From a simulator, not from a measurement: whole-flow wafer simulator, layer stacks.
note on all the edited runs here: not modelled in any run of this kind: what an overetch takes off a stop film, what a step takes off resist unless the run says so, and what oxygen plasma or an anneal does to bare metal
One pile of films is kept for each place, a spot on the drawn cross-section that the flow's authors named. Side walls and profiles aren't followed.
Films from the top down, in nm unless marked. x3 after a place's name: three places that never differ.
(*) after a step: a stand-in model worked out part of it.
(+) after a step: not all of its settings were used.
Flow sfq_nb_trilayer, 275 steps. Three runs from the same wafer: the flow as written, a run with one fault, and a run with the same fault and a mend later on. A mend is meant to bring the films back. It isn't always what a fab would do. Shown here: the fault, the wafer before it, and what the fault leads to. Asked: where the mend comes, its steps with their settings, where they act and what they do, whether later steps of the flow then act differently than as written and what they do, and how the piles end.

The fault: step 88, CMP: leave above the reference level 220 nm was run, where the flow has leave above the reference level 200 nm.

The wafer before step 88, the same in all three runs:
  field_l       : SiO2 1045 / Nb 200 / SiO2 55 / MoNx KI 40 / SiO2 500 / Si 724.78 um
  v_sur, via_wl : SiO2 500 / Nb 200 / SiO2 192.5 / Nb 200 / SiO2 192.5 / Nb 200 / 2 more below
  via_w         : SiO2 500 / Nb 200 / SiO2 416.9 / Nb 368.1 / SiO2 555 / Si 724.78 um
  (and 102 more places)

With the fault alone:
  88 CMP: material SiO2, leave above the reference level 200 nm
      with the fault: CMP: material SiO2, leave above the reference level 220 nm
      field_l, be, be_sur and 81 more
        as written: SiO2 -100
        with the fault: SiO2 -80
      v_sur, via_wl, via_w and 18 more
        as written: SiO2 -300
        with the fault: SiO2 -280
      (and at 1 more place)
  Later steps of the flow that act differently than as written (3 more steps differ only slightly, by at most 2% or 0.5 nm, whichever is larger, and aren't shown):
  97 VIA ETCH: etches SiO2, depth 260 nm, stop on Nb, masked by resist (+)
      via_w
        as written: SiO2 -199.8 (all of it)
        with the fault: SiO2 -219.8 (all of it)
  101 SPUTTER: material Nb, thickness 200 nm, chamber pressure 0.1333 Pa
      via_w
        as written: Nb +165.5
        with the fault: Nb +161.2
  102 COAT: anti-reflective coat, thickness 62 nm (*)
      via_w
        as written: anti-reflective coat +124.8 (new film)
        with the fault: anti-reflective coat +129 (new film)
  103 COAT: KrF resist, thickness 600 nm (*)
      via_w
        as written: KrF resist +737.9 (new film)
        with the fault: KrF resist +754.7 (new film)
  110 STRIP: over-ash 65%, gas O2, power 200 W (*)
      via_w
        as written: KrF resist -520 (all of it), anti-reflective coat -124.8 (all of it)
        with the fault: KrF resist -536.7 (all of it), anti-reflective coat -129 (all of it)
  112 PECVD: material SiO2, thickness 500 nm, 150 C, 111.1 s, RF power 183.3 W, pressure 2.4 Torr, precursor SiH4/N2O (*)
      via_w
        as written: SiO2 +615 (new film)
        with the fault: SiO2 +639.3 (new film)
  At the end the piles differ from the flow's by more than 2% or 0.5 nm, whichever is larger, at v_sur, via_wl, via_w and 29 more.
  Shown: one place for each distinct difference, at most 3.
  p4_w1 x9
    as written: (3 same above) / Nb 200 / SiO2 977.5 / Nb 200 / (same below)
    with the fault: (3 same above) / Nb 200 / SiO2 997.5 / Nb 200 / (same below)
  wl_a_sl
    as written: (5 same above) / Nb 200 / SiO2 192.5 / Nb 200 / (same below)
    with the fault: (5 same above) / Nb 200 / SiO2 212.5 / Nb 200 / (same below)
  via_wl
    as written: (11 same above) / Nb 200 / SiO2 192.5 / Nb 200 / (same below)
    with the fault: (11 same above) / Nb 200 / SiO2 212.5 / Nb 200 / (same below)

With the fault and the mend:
  The mend comes after step 95.
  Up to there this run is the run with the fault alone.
  95a STRIP: over-ash 65%, gas O2, power 200 W (*)
      field_l, v_sur, via_wl and 102 more
        KrF resist -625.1 (all of it), anti-reflective coat -62 (all of it)
      via_w
        anti-reflective coat -62 (all of it)
  95b CMP: material SiO2, leave above the reference level 200 nm (the flow's step 88 once more)
      field_l, v_sur, via_wl and 103 more
        SiO2 -20
  95c COAT: anti-reflective coat, thickness 62 nm (the flow's step 90 once more)
      field_l, v_sur, via_wl and 103 more
        anti-reflective coat +62 (new film)
  95d COAT: KrF resist, thickness 650 nm (the flow's step 91 once more)
      field_l, v_sur, via_wl and 103 more
        KrF resist +650 (new film)
  95e SOFTBAKE: KrF resist (the flow's step 92 once more)
      changes no film at any place that is followed
  95f EXPOSE: photomask I2, dose 11.91 mJ/cm2, NA 0.6, wavelength 248 nm (*) (the flow's step 93 once more)
      changes no film at any place that is followed
  95g PEB: KrF resist, 90 s (the flow's step 94 once more)
      field_l, v_sur, via_wl and 103 more
        KrF resist -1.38
  95h DEVELOP: KrF resist, thickness 650 nm, 60 s (the flow's step 95 once more)
      field_l, v_sur, via_wl and 102 more
        KrF resist -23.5
      via_w
        KrF resist -648.6 (all of it)
  No later step of the flow acts differently than as written at any place that is followed.
  At the end the piles are the same as the flow's at every place that both follow.
